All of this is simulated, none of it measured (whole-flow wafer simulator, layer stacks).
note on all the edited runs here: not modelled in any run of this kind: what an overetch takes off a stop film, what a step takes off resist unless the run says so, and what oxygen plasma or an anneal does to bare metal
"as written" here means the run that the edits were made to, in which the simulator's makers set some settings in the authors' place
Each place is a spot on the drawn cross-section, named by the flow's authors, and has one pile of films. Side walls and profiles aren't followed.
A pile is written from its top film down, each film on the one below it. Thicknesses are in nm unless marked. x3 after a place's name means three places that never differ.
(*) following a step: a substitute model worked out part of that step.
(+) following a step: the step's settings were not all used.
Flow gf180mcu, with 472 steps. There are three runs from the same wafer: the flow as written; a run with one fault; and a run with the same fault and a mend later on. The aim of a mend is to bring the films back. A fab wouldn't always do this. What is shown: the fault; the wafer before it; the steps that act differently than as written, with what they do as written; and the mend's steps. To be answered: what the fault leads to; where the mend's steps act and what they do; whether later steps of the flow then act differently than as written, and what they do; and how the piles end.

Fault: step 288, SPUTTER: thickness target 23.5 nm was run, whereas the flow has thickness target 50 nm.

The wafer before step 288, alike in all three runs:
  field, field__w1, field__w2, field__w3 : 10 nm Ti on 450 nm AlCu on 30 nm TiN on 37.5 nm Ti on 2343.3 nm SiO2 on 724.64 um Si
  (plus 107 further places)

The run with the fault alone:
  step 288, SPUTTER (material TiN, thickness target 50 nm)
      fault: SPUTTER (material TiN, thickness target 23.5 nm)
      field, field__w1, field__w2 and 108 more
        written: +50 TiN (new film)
        fault: +23.5 TiN (new film)
  Later steps of the flow acting differently than as written (not shown: 2 more steps that differ only slightly, by at most 2% or 0.5 nm, whichever is larger):
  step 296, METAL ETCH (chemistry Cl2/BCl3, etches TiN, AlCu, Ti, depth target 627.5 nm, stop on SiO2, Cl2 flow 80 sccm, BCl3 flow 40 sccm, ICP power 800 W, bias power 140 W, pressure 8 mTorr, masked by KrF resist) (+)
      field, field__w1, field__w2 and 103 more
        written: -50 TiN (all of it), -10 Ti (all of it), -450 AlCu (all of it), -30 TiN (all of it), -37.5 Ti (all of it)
        fault: -23.5 TiN (all of it), -10 Ti (all of it), -450 AlCu (all of it), -30 TiN (all of it), -37.5 Ti (all of it)
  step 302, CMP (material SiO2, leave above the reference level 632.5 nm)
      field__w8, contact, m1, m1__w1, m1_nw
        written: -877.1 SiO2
        fault: -850.6 SiO2
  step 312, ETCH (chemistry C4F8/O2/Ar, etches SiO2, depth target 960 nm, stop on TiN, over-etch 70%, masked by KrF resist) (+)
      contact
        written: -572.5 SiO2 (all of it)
        fault: -599 SiO2 (all of it)
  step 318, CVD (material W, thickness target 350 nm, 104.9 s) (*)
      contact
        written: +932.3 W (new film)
        fault: +959 W (new film)
  By the end, the piles at field__w8, contact, m1, m1__w1, m1_nw depart from the flow's by more than 2% or 0.5 nm, whichever is larger.
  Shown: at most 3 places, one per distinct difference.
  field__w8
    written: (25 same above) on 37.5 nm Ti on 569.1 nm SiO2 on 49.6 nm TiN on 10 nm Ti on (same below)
    fault: (25 same above) on 37.5 nm Ti on 595.6 nm SiO2 on 23.1 nm TiN on 10 nm Ti on (same below)
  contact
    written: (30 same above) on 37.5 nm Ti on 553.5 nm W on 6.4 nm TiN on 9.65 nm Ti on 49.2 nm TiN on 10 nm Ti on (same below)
    fault: (30 same above) on 37.5 nm Ti on 580.2 nm W on 6.3 nm TiN on 9.5 nm Ti on 22.7 nm TiN on 10 nm Ti on (same below)

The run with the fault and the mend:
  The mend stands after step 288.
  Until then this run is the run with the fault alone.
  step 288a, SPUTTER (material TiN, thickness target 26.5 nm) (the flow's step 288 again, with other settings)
      field, field__w1, field__w2 and 108 more
        +26.5 TiN
  Later steps of the flow that are run all act as written at every place that is followed.
  By the end, the piles equal the flow's at every place that both follow.
